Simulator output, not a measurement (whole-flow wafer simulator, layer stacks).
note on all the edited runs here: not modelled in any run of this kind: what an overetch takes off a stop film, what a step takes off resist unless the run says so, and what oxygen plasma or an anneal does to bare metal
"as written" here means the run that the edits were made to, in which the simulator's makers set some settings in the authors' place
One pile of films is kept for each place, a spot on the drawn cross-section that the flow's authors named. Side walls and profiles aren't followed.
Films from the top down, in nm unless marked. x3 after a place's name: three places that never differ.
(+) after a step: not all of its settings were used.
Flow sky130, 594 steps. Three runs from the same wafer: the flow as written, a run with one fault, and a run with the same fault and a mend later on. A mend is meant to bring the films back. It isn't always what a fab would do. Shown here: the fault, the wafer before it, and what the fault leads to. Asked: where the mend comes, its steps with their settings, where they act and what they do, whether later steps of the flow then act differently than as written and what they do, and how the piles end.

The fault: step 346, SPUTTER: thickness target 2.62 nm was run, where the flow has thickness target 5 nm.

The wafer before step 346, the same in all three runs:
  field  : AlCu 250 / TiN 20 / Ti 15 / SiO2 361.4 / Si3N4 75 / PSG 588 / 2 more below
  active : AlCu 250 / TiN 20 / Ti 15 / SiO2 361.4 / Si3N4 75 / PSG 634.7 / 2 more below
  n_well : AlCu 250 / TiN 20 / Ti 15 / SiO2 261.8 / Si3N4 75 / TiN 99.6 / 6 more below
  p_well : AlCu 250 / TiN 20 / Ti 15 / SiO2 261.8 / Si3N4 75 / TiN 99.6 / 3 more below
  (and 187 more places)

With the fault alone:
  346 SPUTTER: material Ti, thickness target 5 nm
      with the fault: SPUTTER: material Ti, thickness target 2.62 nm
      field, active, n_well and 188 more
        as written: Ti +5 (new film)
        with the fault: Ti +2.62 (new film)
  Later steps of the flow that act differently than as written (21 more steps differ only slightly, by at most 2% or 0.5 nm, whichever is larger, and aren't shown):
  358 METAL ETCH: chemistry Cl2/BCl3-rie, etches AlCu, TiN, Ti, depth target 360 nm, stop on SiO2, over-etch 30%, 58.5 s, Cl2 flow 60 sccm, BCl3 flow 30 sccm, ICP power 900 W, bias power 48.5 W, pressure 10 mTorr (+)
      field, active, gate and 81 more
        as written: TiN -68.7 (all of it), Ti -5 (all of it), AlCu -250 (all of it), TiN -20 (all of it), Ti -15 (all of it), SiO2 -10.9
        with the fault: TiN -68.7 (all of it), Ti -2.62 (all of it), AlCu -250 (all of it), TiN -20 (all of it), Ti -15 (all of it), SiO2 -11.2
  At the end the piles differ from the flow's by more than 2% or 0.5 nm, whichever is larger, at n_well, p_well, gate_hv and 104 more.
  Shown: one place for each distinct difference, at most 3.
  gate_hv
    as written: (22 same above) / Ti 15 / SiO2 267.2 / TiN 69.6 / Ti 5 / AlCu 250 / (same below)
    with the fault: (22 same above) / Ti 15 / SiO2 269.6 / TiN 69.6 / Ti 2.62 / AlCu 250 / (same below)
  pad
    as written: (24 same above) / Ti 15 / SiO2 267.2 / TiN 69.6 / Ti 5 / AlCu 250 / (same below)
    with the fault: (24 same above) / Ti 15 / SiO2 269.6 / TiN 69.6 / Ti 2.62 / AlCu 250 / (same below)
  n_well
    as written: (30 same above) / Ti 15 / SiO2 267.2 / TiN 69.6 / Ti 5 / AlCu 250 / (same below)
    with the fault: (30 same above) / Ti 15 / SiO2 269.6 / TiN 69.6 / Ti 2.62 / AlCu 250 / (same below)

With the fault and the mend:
  The mend comes after step 346.
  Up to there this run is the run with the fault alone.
  346a SPUTTER: material Ti, thickness target 2.38 nm (the flow's step 346 once more, with other settings)
      field, active, n_well and 188 more
        Ti +2.38
  No later step of the flow acts differently than as written at any place that is followed.
  At the end the piles are the same as the flow's at every place that both follow.
